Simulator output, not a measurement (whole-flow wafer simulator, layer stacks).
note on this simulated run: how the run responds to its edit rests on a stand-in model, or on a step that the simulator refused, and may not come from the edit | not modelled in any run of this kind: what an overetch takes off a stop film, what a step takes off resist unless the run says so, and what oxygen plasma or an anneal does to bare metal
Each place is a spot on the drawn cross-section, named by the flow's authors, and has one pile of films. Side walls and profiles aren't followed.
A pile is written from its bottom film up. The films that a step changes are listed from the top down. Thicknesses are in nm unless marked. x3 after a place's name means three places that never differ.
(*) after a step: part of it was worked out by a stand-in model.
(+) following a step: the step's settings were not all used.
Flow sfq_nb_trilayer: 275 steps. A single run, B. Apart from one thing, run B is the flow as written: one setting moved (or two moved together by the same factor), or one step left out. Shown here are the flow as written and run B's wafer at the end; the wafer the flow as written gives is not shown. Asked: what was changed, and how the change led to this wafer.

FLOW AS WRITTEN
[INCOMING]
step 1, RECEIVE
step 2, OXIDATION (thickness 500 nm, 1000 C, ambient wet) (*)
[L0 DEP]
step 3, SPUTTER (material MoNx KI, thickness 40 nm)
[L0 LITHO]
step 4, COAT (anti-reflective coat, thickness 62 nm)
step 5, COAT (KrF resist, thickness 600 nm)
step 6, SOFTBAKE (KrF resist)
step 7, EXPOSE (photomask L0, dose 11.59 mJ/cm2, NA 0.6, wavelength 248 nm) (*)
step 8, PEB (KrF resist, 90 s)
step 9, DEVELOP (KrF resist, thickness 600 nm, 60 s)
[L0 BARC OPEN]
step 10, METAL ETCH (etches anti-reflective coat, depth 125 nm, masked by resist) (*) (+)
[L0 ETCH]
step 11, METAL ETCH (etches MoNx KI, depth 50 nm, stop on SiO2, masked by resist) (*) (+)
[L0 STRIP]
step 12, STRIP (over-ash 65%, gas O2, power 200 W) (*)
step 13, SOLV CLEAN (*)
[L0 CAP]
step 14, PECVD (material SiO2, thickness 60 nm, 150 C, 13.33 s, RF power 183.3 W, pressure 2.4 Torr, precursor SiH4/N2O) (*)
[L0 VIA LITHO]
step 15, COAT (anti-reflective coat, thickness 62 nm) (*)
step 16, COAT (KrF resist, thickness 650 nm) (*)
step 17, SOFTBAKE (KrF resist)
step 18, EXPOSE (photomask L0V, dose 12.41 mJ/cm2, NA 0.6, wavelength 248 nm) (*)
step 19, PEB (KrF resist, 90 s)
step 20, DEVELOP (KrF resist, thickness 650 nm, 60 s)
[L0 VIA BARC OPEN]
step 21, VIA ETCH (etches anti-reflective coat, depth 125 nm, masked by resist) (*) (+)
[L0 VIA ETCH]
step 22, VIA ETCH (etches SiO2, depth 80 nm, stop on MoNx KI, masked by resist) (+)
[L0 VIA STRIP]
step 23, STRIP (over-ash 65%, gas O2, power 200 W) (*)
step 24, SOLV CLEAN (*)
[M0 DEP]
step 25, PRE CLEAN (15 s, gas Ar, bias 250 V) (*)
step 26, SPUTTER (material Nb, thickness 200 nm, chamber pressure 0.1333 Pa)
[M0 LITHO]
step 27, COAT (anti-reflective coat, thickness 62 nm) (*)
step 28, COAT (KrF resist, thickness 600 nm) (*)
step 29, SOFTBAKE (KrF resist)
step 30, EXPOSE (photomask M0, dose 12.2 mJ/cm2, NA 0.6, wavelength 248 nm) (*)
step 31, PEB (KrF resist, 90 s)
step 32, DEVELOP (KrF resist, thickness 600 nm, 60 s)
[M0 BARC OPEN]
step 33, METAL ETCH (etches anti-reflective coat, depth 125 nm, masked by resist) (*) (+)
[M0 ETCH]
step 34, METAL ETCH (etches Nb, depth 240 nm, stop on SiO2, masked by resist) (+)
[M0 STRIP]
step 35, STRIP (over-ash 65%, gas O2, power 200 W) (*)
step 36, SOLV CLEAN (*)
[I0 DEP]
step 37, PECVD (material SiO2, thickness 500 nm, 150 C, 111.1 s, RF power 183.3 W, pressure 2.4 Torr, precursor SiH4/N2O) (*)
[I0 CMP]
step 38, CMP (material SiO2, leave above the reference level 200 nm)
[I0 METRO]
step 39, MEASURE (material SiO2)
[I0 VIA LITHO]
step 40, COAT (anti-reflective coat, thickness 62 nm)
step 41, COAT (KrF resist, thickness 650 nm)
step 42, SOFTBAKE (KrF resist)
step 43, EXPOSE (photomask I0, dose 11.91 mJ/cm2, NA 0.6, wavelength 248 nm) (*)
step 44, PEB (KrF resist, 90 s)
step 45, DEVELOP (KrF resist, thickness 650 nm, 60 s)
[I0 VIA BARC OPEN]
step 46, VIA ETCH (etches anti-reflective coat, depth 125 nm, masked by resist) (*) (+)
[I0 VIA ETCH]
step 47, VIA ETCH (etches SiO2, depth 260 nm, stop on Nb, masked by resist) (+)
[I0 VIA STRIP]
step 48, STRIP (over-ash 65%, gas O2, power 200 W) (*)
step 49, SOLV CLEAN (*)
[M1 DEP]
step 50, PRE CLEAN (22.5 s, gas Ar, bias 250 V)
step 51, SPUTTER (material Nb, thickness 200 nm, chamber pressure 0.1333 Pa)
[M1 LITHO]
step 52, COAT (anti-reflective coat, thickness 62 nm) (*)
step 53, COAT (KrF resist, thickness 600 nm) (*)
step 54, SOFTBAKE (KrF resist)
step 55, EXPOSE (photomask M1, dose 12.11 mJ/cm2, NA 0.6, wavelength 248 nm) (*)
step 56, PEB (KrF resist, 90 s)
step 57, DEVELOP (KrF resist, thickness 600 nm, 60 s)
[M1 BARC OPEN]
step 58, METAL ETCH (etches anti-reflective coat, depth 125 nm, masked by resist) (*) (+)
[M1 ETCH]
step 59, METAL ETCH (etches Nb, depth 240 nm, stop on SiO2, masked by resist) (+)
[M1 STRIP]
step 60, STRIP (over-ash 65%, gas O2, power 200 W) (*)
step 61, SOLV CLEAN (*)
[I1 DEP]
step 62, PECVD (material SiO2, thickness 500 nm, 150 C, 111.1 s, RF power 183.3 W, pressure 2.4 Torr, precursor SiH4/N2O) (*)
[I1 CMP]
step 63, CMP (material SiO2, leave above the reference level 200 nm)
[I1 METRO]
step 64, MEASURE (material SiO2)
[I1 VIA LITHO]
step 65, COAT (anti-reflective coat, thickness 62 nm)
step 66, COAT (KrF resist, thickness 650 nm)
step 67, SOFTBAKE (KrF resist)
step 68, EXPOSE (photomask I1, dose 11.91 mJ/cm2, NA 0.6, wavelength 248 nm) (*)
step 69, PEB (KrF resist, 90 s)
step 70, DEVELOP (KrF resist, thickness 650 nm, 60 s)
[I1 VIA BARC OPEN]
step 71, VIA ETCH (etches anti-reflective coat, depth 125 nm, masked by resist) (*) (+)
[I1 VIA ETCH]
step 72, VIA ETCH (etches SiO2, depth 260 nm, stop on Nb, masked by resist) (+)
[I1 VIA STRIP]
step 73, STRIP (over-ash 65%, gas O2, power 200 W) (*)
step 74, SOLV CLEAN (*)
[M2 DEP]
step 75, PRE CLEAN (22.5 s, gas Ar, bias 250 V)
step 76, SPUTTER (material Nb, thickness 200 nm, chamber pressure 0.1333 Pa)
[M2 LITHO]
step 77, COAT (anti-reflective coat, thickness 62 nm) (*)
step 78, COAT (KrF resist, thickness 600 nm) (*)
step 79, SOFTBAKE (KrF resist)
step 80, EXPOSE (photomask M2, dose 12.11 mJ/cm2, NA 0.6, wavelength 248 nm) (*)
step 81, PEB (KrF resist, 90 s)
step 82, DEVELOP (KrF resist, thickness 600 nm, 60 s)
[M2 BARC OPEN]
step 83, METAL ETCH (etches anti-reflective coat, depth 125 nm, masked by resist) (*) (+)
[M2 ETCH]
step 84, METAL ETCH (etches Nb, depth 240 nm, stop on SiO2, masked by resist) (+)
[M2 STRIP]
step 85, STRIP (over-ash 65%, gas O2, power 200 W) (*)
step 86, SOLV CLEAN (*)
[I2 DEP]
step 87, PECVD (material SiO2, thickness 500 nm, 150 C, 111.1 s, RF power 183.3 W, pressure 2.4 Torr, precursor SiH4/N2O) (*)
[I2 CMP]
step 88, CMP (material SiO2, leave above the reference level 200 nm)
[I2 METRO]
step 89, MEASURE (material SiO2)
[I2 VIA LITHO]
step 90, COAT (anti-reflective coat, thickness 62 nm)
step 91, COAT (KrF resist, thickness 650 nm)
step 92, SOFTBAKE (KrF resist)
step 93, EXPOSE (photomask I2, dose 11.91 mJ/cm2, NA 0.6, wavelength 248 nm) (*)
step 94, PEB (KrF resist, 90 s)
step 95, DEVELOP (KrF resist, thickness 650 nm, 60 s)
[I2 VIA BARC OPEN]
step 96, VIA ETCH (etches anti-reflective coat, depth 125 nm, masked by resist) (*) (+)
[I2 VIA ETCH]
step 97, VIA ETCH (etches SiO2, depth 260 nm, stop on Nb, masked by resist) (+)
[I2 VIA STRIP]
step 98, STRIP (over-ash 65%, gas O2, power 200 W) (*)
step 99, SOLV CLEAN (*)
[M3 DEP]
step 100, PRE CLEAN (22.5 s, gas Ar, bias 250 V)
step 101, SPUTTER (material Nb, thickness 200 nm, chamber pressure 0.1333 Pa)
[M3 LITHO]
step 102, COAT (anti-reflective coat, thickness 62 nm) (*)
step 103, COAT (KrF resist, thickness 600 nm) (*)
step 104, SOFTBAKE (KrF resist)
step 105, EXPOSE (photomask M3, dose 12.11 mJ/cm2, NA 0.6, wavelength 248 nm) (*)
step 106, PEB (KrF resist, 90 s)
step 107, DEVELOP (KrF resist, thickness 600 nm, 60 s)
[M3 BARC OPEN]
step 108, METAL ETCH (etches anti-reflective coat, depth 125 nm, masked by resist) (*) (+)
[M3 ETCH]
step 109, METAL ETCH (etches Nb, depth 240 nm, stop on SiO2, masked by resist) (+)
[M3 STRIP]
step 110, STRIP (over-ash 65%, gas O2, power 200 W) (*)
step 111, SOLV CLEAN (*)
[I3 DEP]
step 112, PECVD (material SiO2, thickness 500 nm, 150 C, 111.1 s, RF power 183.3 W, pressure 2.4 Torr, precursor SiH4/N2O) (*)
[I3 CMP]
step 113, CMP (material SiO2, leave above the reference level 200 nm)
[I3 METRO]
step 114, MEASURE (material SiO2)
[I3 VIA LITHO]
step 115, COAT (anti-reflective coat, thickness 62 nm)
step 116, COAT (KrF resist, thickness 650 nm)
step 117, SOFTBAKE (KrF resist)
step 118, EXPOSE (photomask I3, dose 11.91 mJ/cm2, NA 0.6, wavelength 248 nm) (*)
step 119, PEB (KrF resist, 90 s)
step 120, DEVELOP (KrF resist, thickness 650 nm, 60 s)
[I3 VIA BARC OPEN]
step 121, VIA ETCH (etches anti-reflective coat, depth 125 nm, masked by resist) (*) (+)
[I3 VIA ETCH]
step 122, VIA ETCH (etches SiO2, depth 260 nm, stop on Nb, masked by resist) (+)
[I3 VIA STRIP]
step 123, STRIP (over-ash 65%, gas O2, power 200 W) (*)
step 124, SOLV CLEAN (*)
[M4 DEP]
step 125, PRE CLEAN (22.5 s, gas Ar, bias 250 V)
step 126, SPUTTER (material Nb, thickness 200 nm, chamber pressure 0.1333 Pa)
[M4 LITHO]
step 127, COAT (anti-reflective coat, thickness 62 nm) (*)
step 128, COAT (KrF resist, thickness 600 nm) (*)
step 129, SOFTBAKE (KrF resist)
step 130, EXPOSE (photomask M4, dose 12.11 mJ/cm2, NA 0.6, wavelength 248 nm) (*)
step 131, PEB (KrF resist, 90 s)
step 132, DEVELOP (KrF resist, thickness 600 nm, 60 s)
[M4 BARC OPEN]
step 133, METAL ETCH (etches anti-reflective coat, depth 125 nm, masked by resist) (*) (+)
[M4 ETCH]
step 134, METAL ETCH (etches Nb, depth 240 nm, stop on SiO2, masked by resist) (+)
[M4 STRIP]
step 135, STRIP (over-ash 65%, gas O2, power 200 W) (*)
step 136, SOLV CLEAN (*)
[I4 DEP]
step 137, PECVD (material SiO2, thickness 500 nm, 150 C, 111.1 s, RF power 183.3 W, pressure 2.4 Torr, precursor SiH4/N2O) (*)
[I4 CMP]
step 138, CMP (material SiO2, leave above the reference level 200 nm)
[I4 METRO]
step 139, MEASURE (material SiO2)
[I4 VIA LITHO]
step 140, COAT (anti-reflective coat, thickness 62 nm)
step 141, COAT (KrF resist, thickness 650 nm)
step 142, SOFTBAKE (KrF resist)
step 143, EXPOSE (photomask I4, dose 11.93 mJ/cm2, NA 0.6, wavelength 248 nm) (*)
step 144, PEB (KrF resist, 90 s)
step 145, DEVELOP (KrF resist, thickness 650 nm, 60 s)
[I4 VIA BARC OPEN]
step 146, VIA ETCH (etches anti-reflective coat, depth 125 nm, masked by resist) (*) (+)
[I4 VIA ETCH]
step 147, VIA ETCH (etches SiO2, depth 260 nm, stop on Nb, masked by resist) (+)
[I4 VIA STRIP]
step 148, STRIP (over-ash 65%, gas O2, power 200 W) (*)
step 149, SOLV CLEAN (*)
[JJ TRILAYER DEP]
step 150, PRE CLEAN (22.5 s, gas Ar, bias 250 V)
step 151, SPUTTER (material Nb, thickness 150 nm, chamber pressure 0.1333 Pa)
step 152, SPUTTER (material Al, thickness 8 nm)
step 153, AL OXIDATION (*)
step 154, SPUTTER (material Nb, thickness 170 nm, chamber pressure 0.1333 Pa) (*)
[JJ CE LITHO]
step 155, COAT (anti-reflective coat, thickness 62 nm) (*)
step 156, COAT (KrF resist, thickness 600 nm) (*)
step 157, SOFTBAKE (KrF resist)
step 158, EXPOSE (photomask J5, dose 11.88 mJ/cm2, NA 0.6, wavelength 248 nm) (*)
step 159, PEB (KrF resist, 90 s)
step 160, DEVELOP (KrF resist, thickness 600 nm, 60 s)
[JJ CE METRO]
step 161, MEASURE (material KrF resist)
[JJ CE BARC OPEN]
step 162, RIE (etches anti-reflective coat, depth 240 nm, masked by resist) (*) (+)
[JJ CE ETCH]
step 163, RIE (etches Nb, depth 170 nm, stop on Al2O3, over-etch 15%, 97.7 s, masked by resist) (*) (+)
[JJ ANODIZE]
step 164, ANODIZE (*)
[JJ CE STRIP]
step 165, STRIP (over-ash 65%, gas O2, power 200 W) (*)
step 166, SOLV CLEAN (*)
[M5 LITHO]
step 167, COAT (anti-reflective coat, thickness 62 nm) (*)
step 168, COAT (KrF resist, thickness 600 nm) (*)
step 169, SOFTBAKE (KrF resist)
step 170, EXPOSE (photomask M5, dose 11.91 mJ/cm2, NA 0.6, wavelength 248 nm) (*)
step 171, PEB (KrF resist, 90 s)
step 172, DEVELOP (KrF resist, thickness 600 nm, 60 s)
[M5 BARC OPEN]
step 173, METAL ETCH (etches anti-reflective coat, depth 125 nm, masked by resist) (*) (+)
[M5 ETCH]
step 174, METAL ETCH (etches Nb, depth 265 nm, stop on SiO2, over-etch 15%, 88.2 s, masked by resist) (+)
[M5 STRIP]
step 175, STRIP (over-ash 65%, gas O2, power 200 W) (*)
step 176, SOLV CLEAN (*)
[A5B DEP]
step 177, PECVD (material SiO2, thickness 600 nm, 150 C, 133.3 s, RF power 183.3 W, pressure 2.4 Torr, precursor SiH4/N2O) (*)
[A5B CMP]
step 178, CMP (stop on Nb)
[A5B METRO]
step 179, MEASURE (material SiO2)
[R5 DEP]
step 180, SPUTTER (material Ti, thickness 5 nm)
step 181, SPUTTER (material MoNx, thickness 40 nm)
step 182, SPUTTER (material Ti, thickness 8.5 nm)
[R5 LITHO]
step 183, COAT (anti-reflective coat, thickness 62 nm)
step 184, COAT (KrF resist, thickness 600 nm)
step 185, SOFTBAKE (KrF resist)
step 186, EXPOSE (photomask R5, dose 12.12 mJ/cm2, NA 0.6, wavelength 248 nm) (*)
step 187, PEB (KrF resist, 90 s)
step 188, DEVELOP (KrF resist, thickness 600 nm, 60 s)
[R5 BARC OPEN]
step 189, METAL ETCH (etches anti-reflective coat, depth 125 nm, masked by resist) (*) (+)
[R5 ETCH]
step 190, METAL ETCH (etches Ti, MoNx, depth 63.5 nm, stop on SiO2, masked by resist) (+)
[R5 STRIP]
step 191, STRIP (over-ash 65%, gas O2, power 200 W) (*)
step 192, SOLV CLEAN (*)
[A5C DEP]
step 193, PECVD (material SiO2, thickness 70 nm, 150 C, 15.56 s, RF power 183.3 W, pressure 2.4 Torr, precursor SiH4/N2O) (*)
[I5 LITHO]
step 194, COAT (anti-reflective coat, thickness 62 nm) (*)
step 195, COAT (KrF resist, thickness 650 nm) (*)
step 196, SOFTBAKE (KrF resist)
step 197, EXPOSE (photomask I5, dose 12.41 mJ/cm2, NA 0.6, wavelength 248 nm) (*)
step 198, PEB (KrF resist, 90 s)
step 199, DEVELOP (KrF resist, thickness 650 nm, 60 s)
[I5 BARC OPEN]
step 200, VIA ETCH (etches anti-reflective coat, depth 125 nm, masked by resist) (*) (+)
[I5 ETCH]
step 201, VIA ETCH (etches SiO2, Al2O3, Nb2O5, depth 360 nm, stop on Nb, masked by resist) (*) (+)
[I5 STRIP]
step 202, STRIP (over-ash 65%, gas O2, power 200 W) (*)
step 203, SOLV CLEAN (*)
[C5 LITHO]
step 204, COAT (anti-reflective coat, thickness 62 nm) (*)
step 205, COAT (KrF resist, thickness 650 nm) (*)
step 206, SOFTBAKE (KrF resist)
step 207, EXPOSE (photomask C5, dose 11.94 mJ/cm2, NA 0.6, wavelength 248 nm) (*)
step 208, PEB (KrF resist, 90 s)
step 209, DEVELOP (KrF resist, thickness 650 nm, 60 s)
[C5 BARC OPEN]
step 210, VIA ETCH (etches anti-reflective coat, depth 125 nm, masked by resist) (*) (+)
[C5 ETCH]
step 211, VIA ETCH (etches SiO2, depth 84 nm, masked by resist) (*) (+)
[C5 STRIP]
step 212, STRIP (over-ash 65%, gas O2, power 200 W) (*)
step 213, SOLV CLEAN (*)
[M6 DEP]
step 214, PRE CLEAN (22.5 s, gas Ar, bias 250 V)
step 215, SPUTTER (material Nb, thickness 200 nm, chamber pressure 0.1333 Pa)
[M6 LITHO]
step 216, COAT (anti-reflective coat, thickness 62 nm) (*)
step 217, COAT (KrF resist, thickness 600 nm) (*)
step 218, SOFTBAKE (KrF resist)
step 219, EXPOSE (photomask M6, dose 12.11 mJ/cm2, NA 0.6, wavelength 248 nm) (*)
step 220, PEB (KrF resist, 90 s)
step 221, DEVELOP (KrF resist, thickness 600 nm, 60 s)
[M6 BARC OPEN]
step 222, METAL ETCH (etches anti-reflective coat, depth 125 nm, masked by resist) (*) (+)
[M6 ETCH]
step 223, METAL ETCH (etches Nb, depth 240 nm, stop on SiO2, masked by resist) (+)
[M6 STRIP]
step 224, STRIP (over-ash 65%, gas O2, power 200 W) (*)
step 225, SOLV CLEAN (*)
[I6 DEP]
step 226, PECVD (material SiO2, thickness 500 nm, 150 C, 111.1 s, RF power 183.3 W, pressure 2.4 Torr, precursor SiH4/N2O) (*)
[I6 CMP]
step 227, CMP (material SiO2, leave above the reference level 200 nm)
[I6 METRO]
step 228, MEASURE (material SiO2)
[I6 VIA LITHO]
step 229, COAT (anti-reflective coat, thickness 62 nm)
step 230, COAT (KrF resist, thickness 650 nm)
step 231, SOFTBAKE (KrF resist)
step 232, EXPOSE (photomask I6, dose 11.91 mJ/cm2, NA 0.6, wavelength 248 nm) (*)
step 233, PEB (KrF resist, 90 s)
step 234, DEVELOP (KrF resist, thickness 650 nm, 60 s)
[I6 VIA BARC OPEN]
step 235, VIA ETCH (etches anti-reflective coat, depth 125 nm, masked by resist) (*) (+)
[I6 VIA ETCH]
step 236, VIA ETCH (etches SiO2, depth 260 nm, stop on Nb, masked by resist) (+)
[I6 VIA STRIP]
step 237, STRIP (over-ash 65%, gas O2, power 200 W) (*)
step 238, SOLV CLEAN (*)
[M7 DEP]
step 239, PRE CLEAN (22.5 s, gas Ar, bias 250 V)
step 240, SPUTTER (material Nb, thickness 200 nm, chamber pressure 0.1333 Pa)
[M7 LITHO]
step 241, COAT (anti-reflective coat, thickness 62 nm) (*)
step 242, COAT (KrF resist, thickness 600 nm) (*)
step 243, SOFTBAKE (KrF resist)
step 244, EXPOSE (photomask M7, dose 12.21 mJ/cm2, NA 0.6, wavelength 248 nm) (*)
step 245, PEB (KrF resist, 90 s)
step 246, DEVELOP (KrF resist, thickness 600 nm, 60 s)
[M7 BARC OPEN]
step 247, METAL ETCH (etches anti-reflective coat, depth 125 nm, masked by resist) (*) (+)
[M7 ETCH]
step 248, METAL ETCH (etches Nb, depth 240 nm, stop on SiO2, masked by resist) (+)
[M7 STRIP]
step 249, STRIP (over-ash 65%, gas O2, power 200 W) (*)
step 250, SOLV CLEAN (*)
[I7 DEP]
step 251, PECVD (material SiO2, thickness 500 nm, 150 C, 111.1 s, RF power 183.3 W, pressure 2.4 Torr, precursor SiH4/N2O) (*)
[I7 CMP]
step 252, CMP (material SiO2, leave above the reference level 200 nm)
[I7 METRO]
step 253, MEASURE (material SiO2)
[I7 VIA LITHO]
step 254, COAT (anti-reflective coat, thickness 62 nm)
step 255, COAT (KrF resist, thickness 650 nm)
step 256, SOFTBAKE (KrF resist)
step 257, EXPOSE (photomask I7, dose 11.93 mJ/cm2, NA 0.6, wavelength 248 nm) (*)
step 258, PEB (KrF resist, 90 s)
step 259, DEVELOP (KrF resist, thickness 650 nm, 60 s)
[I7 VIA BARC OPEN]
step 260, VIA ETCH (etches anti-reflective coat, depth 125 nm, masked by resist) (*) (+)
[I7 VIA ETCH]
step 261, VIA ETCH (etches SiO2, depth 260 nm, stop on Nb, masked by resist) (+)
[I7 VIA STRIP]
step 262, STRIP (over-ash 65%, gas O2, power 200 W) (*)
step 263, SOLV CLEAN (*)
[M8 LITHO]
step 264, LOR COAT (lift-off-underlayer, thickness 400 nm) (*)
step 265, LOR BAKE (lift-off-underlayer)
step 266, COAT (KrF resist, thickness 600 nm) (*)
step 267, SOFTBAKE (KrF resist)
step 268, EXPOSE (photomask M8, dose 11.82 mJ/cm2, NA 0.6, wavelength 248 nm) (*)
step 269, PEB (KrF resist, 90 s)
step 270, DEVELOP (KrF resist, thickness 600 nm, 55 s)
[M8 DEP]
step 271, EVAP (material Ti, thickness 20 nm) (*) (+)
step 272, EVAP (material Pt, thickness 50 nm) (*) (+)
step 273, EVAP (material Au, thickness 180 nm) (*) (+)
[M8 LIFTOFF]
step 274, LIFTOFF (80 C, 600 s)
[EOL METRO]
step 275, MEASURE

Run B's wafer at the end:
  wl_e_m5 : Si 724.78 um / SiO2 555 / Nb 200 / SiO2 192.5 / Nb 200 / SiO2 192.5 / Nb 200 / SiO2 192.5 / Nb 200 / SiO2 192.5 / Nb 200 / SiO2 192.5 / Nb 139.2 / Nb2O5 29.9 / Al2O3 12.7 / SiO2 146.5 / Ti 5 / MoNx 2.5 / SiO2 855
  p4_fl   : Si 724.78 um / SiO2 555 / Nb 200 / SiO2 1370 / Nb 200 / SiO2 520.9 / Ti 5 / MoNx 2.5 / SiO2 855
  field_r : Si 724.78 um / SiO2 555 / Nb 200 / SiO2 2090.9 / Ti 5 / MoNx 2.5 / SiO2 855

The reason: step 190, METAL ETCH: depth 46 nm was run, whereas the flow has depth 63.5 nm.

How this came from the change, step by step:
  step 190, METAL ETCH (etches Ti, MoNx, depth 63.5 nm, stop on SiO2, masked by resist) (+)
      field_l, v_sur, via_wl and 92 more: -8.5 Ti (all of it), -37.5 MoNx (it would be, as written: -8.5 Ti (all of it), -40 MoNx (all of it), -5 Ti (all of it))
      ce_l, c5j, ce_r, wl_jj: -8.5 Ti (all of it), -37.5 MoNx (it would be, as written: -8.5 Ti (all of it), -40 MoNx (all of it), -5 Ti (all of it), -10 Nb)
      (and at 7 other places as well)
  step 193, PECVD (material SiO2, thickness 70 nm, 150 C, 15.56 s, RF power 183.3 W, pressure 2.4 Torr, precursor SiH4/N2O) (*)
      field_l, v_sur, via_wl and 92 more: +70 SiO2 (new film) (it would be, as written: +70 SiO2)
  step 194, COAT (anti-reflective coat, thickness 62 nm) (*)
      wl_j_sl, wl_j_sr: +62 anti-reflective coat (new film) (it would be, as written: +60.2 anti-reflective coat (new film))
      r5r_spacepad_l, r5r_spacepad_r: +81.1 anti-reflective coat (new film) (it would be, as written: +84.4 anti-reflective coat (new film))
      (and at 11 other places as well)
  step 201, VIA ETCH (etches SiO2, Al2O3, Nb2O5, depth 360 nm, stop on Nb, masked by resist) (*) (+)
      be: -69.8 SiO2 (all of it), -2.5 MoNx (all of it), -5 Ti (all of it), -146.5 SiO2 (all of it), -12.7 Al2O3 (all of it), -29.9 Nb2O5 (all of it) (it would be, as written: -216.4 SiO2 (all of it), -12.7 Al2O3 (all of it), -29.9 Nb2O5 (all of it))
  step 202, STRIP (over-ash 65%, gas O2, power 200 W) (*)
      wl_j_sl, wl_j_sr: -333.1 KrF resist (all of it), -62 anti-reflective coat (all of it) (it would be, as written: -333.3 KrF resist (all of it), -60.2 anti-reflective coat (all of it))
      r5r_spacepad_l, r5r_spacepad_r: -335.3 KrF resist (all of it), -81.1 anti-reflective coat (all of it) (it would be, as written: -335.6 KrF resist (all of it), -84.4 anti-reflective coat (all of it))
      (and at 11 other places as well)
  step 204, COAT (anti-reflective coat, thickness 62 nm) (*)
      wl_j_sl, wl_j_sr: +62 anti-reflective coat (new film) (it would be, as written: +60.2 anti-reflective coat (new film))
      r5r_spacepad_l, r5r_spacepad_r: +81.1 anti-reflective coat (new film) (it would be, as written: +84.4 anti-reflective coat (new film))
      (and at 11 other places as well)
  step 210, VIA ETCH (etches anti-reflective coat, depth 125 nm, masked by resist) (*) (+)
      c5j: -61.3 anti-reflective coat (all of it), -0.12 SiO2 (it would be, as written: -63.9 anti-reflective coat (all of it), -0.11 SiO2)
  step 211, VIA ETCH (etches SiO2, depth 84 nm, masked by resist) (*) (+)
      c5j: -69.9 SiO2 (all of it) (it would be, as written: -69.9 SiO2 (all of it), -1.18 Nb)
  step 212, STRIP (over-ash 65%, gas O2, power 200 W) (*)
      wl_j_sl, wl_j_sr: -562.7 KrF resist (all of it), -62 anti-reflective coat (all of it) (it would be, as written: -563.4 KrF resist (all of it), -60.2 anti-reflective coat (all of it))
      r5r_spacepad_l, r5r_spacepad_r: -564.9 KrF resist (all of it), -81.1 anti-reflective coat (all of it) (it would be, as written: -565.8 KrF resist (all of it), -84.4 anti-reflective coat (all of it))
      (and at 10 other places as well)
  step 214, PRE CLEAN (22.5 s, gas Ar, bias 250 V)
      c5j: -2.5 MoNx (all of it), -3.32 Ti (it would be, as written: -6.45 Nb)
  step 215, SPUTTER (material Nb, thickness 200 nm, chamber pressure 0.1333 Pa)
      c5j: +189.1 Nb (new film) (it would be, as written: +188.4 Nb)
  step 216, COAT (anti-reflective coat, thickness 62 nm) (*)
      r5r_line_l, r5r_line_c, r5r_line_r: +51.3 anti-reflective coat (new film) (it would be, as written: +50 anti-reflective coat (new film))
      wl_j_sl, wl_j_sr: +62 anti-reflective coat (new film) (it would be, as written: +60.2 anti-reflective coat (new film))
      (and at 12 other places as well)
  step 222, METAL ETCH (etches anti-reflective coat, depth 125 nm, masked by resist) (*) (+)
      r5r_line_l, r5r_line_c, r5r_line_r: -51.3 anti-reflective coat (all of it) (it would be, as written: -50 anti-reflective coat (all of it))
      r5r_spacepad_l, r5r_spacepad_r: -82.1 anti-reflective coat (all of it) (it would be, as written: -85.7 anti-reflective coat (all of it))
      (and at 1 other place as well)
  step 224, STRIP (over-ash 65%, gas O2, power 200 W) (*)
      wl_j_sl, wl_j_sr: -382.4 KrF resist (all of it), -62 anti-reflective coat (all of it) (it would be, as written: -382.5 KrF resist (all of it), -60.2 anti-reflective coat (all of it))
      be_sur: -371.3 KrF resist (all of it), -42.9 anti-reflective coat (all of it) (it would be, as written: -371.2 KrF resist (all of it), -43.8 anti-reflective coat (all of it))
      (and at 8 other places as well)
  step 227, CMP (material SiO2, leave above the reference level 200 nm)
      ce_l, ce_r, wl_jj: -300 SiO2 (it would be, as written: -290 SiO2)
      be_r, r_sur, r_end: -346 SiO2 (it would be, as written: -353.5 SiO2)
      (and at 7 other places as well)
With metal films that touch counted as one body, wl_e_m5 has 7 bodies (between them, from the top down: SiO2 146.5 / Al2O3 12.7 / Nb2O5 29.9; SiO2 192.5; SiO2 192.5; SiO2 192.5; SiO2 192.5; SiO2 192.5); the flow as written gives 6 bodies (between them, from the top down: SiO2 192.5; SiO2 192.5; SiO2 192.5; SiO2 192.5; SiO2 192.5).
With metal films that touch counted as one body, p4_fl has 3 bodies (between them, from the top down: SiO2 520.9; SiO2 1370); the flow as written gives 2 bodies (between them, from the top down: SiO2 1370).
With metal films that touch counted as one body, field_r has 2 bodies (between them, from the top down: SiO2 2090.9); the flow as written gives 1 body.
